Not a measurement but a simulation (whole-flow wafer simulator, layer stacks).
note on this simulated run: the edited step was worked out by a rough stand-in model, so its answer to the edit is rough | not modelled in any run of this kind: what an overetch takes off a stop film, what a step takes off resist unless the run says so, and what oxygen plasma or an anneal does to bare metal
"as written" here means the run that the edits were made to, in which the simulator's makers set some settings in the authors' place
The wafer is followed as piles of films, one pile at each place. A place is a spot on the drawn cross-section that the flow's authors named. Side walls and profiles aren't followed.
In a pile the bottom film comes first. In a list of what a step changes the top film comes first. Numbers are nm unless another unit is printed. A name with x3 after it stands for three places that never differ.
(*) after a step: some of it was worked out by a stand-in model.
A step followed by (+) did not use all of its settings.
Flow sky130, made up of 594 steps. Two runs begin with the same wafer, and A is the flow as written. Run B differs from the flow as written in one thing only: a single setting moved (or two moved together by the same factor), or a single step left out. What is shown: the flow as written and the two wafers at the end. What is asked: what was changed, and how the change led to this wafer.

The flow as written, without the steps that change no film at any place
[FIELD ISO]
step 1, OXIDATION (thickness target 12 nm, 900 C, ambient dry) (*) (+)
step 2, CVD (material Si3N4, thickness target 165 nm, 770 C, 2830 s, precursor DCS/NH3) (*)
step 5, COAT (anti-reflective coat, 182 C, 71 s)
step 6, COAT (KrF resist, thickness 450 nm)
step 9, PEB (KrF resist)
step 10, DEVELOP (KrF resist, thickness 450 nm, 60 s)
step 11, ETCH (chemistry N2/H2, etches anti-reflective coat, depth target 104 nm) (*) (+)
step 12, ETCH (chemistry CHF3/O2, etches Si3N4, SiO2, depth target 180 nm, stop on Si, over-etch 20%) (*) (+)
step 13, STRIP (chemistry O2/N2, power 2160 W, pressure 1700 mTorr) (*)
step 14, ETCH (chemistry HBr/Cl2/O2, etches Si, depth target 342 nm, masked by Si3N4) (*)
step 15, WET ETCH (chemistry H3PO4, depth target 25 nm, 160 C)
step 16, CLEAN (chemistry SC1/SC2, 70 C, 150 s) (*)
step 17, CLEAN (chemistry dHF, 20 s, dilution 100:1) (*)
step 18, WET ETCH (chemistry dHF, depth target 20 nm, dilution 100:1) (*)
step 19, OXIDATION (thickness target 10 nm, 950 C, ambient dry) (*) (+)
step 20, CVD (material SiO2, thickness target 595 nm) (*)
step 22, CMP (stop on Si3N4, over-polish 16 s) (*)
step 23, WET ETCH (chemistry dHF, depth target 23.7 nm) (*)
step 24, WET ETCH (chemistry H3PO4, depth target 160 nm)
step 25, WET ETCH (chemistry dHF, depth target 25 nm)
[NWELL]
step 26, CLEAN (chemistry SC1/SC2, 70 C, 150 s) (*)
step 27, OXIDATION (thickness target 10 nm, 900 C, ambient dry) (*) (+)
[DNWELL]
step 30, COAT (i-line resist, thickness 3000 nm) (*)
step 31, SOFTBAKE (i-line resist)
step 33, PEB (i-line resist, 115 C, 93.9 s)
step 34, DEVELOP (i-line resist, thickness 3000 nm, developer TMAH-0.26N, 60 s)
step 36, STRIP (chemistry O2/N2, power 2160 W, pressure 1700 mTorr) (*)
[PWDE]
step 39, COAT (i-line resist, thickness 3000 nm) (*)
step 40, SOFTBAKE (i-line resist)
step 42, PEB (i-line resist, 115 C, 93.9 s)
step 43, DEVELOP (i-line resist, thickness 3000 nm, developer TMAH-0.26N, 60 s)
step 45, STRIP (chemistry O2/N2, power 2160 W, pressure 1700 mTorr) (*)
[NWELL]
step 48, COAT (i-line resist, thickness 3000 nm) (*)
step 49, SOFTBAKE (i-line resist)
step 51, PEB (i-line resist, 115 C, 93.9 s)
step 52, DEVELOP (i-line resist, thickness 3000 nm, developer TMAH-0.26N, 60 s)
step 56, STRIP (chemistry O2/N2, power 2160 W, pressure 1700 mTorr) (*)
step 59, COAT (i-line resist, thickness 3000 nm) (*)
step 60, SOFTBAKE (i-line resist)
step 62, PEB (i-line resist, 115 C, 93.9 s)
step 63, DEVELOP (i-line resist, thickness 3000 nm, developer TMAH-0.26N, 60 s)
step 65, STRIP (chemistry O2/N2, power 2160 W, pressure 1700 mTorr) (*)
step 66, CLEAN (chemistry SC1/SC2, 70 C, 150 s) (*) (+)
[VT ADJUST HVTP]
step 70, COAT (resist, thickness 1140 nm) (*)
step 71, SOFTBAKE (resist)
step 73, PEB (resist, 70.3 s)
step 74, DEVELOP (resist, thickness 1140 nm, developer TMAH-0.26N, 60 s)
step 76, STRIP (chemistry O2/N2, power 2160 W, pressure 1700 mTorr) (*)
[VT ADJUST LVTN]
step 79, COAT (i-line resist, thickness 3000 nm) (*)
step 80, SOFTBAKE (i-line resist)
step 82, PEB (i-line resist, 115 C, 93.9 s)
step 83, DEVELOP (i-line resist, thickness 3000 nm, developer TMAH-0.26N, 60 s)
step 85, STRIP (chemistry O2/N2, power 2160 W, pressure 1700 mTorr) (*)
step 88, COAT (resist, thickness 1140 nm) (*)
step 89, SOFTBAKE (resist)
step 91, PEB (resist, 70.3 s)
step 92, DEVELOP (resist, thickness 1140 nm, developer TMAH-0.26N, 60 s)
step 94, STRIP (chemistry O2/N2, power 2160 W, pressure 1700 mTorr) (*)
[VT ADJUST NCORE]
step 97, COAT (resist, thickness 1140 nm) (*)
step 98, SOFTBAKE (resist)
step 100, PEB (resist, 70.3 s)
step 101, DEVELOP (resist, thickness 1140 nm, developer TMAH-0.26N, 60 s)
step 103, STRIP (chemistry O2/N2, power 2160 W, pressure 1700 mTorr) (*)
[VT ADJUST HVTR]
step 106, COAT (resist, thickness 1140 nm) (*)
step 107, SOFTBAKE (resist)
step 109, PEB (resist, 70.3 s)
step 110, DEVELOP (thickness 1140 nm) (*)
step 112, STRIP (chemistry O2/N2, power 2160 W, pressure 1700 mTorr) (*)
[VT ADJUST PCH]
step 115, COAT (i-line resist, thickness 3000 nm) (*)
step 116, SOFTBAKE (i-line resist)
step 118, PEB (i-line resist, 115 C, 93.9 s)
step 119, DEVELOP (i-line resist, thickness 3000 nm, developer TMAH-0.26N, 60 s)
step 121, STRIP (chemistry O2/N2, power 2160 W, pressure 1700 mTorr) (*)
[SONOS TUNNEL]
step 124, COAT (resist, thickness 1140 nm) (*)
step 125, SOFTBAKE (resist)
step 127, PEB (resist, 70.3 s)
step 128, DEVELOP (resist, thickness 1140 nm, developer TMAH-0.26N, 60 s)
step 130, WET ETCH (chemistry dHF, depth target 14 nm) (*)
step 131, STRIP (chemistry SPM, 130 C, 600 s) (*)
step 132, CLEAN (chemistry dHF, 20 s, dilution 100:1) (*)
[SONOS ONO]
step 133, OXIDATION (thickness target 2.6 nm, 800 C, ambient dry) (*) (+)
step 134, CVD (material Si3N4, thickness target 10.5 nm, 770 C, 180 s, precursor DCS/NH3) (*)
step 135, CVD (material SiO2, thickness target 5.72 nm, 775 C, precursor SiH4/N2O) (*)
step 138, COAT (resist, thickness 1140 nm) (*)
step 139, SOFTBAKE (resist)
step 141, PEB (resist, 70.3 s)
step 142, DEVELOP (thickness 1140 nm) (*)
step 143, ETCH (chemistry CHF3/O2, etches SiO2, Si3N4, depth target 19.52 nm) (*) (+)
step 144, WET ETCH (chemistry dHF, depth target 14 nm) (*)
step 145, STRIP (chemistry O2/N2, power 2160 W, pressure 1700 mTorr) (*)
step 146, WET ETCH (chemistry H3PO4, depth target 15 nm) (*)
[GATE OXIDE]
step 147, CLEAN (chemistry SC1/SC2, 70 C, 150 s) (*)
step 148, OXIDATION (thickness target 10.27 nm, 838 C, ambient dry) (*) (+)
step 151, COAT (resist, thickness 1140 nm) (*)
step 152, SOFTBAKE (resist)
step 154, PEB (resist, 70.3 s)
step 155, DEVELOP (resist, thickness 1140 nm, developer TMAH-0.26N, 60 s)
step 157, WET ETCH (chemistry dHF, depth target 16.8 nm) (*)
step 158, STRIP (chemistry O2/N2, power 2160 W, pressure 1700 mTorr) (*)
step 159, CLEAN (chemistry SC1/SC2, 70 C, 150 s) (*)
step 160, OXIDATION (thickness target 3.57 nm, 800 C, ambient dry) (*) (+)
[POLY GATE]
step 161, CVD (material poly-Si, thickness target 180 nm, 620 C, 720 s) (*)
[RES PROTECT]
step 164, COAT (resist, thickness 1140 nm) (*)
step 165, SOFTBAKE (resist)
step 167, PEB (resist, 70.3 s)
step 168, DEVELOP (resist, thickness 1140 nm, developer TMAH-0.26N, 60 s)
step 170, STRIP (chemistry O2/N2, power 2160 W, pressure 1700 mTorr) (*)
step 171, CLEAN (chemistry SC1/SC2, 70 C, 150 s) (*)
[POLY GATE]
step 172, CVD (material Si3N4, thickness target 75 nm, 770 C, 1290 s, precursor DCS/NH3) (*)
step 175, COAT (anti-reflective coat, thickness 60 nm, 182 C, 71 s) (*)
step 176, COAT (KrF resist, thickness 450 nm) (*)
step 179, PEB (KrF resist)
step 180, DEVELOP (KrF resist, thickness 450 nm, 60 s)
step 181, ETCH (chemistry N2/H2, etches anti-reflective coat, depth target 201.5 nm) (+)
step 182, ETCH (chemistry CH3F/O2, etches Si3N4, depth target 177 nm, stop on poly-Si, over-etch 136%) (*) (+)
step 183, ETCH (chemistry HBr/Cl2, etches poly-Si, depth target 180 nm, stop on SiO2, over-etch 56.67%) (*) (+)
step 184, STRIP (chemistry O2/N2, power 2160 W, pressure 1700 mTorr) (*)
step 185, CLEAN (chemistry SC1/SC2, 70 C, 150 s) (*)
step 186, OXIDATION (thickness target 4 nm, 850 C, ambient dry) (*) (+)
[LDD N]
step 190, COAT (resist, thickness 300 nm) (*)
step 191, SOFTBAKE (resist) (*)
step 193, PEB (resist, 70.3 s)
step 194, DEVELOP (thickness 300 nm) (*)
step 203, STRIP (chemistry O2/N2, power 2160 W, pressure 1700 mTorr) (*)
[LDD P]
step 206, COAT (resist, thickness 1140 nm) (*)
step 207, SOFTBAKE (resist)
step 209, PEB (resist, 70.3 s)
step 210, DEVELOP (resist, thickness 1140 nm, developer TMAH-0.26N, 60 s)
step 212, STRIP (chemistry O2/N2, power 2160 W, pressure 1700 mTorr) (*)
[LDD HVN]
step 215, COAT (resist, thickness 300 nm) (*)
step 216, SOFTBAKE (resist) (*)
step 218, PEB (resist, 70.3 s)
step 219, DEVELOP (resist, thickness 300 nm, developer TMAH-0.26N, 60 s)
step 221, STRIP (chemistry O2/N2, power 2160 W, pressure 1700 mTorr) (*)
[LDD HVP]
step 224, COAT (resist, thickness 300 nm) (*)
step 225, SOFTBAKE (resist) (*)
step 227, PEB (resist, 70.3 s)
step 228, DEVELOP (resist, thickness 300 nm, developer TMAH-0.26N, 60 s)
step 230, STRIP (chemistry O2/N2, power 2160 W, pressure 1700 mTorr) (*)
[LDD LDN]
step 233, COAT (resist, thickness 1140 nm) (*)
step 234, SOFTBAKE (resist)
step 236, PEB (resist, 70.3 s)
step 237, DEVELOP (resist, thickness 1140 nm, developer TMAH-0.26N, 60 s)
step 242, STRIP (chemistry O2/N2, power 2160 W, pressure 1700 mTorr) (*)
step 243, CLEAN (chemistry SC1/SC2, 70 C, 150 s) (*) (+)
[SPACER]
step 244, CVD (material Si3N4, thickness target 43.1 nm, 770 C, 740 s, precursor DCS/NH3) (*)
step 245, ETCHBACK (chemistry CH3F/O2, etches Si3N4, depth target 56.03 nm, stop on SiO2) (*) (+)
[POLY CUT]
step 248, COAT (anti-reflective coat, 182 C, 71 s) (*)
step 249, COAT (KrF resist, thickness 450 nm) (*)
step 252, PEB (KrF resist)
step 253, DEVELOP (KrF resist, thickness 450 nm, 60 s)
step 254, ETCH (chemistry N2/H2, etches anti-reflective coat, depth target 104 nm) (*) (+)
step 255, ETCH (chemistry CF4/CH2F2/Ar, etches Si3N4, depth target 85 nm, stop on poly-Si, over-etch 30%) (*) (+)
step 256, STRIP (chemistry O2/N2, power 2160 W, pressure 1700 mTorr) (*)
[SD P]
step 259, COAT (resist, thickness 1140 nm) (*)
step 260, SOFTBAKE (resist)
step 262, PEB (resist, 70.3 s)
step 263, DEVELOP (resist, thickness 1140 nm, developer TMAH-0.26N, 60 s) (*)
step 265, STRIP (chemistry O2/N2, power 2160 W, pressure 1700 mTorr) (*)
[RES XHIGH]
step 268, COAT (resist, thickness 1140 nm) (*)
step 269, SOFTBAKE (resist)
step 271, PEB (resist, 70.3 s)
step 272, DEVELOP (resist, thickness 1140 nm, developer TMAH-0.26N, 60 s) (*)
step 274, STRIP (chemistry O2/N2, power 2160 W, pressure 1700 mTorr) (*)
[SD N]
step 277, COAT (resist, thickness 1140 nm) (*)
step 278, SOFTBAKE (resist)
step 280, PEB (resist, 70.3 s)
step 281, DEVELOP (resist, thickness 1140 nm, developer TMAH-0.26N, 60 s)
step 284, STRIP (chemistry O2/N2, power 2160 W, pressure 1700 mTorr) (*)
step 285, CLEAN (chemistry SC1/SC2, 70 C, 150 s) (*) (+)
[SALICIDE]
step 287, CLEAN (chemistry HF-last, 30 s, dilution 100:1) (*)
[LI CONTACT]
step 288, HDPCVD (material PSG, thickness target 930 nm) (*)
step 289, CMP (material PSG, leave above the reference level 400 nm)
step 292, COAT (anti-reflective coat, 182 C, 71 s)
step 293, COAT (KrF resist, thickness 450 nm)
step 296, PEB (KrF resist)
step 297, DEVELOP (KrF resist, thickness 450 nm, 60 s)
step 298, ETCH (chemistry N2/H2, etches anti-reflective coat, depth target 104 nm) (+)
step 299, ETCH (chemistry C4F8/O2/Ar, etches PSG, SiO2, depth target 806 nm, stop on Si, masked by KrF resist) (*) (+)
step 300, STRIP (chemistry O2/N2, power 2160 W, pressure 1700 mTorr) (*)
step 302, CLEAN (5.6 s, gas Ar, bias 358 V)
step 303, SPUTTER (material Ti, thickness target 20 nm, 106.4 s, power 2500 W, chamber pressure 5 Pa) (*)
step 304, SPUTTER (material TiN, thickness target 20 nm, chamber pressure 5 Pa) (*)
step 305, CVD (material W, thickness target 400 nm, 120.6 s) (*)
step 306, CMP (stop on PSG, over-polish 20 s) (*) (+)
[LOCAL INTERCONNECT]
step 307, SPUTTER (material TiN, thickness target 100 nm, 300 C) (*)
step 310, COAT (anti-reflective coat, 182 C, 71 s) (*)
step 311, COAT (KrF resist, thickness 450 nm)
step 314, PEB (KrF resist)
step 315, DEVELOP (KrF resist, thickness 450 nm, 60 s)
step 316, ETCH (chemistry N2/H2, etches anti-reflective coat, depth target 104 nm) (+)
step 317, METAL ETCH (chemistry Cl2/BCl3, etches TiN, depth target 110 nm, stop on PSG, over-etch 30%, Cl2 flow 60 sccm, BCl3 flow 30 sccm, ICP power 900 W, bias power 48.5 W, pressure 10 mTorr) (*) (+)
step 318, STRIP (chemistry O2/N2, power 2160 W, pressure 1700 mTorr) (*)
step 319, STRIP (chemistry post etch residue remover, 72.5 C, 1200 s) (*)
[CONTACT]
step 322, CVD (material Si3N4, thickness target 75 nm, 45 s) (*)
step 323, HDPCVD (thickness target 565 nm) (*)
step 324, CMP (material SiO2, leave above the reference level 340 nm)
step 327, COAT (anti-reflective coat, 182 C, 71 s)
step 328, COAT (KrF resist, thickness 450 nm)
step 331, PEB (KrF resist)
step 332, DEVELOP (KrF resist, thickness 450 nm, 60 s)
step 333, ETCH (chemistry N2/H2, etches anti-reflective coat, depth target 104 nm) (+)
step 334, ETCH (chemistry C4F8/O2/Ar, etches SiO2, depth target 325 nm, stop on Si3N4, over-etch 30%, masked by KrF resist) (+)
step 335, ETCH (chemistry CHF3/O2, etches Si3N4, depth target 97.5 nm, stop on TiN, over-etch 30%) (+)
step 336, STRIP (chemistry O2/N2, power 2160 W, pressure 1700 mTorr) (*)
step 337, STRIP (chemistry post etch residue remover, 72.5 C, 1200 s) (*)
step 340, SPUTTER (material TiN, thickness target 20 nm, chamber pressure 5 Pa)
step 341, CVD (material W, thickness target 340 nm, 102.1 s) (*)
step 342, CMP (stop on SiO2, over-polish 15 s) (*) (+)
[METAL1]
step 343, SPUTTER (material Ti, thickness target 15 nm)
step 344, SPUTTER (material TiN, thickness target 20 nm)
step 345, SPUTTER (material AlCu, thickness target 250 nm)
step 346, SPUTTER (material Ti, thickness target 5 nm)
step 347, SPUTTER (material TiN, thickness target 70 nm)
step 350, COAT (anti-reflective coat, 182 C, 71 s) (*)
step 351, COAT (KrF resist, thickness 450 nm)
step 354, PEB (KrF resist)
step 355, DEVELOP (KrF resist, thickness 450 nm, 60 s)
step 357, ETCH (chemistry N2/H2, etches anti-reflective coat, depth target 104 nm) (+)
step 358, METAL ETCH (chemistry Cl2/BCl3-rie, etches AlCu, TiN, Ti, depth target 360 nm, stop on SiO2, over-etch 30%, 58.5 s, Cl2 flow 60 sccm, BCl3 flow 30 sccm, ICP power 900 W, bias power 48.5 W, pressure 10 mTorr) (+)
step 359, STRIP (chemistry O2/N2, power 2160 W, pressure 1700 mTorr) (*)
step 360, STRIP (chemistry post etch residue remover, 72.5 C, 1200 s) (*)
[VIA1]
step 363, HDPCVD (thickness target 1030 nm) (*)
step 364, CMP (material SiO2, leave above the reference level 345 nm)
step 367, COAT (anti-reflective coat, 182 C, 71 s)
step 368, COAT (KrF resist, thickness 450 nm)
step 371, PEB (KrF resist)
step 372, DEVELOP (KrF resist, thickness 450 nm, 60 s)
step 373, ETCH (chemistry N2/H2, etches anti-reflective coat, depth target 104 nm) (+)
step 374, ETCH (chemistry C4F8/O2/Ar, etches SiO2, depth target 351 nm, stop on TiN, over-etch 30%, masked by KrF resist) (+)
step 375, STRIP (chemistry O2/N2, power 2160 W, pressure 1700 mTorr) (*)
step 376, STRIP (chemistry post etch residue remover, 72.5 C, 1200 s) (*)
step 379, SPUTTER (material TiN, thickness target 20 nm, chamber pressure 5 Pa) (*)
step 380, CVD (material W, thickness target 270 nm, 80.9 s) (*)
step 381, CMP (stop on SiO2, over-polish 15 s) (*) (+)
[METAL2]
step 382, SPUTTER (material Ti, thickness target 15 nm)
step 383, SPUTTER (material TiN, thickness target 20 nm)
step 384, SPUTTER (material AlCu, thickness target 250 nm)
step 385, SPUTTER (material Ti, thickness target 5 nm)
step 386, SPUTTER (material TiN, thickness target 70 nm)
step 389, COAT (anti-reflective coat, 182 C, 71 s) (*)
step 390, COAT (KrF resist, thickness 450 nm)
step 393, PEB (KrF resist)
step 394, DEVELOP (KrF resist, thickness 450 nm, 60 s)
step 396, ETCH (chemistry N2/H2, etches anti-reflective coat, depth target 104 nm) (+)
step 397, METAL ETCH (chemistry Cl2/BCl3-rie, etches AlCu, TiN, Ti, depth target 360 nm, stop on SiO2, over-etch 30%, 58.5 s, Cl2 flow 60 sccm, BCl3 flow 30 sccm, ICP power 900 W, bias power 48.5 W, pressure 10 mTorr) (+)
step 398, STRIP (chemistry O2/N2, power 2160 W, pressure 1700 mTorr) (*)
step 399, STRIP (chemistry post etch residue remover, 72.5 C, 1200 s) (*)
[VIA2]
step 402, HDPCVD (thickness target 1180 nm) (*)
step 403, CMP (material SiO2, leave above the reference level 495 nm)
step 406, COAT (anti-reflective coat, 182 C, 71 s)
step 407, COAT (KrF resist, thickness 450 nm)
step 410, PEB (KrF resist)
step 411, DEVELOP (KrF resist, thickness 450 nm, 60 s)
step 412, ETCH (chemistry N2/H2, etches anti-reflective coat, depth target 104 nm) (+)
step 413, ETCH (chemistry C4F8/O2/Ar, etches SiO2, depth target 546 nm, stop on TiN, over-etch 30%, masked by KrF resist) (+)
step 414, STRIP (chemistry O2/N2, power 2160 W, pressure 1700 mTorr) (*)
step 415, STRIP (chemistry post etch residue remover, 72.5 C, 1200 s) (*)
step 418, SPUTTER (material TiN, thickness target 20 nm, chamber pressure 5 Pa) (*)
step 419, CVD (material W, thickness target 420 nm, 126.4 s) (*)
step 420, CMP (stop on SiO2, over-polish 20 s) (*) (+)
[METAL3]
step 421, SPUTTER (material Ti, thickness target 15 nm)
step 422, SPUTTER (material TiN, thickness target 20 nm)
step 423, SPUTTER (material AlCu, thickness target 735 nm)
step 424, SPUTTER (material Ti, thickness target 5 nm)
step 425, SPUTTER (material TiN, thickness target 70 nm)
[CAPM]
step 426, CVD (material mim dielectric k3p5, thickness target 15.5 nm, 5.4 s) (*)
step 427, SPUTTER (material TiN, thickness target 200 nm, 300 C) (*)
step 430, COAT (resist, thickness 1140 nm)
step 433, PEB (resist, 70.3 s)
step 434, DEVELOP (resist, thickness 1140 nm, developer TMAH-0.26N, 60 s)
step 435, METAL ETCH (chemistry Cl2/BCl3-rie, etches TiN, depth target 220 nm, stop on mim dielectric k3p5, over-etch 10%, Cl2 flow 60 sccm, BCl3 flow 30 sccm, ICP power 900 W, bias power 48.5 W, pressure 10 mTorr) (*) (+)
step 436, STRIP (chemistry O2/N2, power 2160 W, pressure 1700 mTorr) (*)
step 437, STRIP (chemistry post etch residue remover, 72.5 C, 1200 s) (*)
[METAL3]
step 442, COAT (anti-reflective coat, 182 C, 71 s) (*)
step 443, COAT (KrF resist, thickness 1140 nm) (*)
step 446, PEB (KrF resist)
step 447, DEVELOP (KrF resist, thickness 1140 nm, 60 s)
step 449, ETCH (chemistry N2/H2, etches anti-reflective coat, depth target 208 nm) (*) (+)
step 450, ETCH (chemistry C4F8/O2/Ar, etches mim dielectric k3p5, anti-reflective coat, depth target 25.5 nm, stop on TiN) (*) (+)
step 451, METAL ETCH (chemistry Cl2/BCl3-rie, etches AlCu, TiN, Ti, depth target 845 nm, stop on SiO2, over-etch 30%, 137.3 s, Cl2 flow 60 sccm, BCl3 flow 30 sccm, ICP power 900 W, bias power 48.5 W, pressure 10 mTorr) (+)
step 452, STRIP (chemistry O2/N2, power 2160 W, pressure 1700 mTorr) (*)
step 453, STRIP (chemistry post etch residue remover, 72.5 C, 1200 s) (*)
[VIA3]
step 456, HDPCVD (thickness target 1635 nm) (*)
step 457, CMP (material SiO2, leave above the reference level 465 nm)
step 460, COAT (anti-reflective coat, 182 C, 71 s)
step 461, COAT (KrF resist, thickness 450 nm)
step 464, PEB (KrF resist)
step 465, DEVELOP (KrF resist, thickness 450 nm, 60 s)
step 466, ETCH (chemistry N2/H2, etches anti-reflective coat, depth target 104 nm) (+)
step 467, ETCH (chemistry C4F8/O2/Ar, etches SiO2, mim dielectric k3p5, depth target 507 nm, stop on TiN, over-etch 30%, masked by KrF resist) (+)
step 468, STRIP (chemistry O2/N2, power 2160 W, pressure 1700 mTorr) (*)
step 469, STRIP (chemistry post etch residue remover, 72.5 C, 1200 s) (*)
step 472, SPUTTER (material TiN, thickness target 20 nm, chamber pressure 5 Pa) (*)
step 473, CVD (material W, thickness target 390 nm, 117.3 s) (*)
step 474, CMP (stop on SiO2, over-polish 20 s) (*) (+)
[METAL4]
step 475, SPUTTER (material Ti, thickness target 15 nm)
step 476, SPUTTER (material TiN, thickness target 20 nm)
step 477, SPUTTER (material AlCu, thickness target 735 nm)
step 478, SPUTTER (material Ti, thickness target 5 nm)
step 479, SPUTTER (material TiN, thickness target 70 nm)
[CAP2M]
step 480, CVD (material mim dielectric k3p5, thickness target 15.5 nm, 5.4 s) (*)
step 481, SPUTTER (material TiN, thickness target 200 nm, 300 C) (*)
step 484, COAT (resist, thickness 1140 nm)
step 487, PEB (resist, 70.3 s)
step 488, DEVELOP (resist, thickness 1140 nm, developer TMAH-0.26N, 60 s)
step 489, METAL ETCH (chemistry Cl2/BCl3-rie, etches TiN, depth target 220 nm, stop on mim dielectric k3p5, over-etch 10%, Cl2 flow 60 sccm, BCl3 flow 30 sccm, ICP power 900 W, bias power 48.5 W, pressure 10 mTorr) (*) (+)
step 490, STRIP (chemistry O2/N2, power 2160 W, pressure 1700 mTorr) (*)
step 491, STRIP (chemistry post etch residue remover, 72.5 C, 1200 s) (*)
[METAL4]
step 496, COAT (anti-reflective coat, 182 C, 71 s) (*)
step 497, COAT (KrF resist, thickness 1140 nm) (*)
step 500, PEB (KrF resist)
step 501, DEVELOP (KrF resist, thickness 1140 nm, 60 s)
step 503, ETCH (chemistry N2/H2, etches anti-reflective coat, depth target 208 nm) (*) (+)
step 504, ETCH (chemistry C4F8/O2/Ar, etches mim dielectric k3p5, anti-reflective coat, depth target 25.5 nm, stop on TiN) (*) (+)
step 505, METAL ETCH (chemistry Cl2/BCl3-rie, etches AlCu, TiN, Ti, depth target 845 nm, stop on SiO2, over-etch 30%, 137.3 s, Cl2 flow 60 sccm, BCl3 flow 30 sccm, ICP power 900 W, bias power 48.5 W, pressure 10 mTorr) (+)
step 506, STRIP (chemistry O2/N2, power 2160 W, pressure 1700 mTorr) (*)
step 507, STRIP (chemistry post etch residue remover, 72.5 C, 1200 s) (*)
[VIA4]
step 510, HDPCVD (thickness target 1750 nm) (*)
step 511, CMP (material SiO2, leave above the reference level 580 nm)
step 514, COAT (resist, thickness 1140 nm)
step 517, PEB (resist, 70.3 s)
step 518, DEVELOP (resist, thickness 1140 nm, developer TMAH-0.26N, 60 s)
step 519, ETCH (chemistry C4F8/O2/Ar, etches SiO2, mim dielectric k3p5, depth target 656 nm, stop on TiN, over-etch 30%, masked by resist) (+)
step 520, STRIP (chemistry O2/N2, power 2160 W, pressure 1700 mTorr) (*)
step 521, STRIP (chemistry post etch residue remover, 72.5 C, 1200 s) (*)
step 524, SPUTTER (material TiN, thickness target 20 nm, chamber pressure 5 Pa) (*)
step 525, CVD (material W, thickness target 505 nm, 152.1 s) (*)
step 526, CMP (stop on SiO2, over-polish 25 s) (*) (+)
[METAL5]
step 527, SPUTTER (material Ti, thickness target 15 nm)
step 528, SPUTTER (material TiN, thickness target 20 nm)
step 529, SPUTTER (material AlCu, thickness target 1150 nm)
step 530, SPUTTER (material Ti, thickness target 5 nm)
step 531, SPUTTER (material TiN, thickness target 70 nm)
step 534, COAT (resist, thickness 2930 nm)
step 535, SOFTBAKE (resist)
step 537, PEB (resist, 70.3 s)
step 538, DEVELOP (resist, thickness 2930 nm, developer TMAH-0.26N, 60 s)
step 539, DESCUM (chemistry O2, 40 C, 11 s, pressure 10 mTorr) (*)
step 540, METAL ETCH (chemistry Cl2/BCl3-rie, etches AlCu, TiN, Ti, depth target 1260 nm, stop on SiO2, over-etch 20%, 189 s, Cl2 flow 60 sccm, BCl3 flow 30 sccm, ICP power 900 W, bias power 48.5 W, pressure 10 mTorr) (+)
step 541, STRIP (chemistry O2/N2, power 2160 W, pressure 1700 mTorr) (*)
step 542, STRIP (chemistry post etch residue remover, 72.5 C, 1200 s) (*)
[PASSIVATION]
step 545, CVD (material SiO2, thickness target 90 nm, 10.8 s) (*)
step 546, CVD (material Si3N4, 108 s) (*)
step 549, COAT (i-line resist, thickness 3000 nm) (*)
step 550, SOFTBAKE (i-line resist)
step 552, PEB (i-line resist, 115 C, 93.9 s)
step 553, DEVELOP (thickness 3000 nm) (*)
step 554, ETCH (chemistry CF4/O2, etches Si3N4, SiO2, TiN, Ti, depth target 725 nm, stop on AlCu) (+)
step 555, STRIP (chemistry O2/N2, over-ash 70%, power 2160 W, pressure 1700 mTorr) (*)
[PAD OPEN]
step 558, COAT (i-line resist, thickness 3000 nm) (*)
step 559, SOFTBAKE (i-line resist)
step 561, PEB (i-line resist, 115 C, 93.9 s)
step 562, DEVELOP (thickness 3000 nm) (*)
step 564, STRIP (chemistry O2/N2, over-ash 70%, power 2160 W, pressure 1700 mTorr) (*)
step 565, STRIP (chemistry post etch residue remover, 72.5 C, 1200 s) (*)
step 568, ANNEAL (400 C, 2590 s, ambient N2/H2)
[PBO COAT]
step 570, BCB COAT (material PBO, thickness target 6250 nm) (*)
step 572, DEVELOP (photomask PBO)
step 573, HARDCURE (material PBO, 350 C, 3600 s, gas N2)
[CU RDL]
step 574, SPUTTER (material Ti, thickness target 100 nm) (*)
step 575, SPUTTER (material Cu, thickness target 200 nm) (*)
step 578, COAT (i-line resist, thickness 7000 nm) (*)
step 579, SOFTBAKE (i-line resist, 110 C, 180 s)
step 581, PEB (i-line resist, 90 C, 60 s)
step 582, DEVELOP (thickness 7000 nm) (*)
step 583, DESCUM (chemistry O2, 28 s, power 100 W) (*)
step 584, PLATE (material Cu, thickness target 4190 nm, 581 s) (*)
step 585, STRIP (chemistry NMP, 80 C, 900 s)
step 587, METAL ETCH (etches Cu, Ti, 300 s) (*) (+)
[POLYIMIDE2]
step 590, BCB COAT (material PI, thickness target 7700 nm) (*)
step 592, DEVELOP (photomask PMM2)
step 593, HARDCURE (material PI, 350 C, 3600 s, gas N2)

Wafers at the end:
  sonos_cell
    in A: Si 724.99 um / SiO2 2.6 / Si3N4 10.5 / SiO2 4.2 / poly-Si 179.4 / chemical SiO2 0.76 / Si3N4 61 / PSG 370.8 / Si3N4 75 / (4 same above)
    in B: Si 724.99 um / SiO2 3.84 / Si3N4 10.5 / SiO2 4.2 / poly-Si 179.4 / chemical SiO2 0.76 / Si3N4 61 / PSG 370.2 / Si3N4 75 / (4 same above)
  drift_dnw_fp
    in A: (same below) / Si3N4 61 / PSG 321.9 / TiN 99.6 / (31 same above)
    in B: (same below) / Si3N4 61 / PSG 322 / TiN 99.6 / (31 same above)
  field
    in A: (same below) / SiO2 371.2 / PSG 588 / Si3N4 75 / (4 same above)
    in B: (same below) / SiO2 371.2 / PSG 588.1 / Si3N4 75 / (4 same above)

Cause: step 133, OXIDATION: thickness target 3.84 nm was run, though the flow has thickness target 2.6 nm.
The wafer itself shows it: sonos_cell has SiO2 3.84, and step 133 as written asks for 2.6 nm.

The path from the change to this, step by step:
  step 133, OXIDATION (thickness target 2.6 nm, 800 C, ambient dry) (*) (+)
      n_well, sonos_cell, sonos_sd, sonos_cell_x: A SiO2 gains 2.6 (new film), Si loses 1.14 | B SiO2 gains 3.84 (new film), Si loses 1.69
  step 143, ETCH (chemistry CHF3/O2, etches SiO2, Si3N4, depth target 19.52 nm) (*) (+)
      n_well, sonos_sd: A SiO2 loses 5.72 (all of it), Si3N4 loses 10.5 (all of it), SiO2 loses 2.6 (all of it), Si loses 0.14 | B SiO2 loses 5.72 (all of it), Si3N4 loses 10.5 (all of it), SiO2 loses 3.3
  step 144, WET ETCH (chemistry dHF, depth target 14 nm) (*)
      n_well, sonos_sd: A nothing | B SiO2 loses 0.54 (all of it)
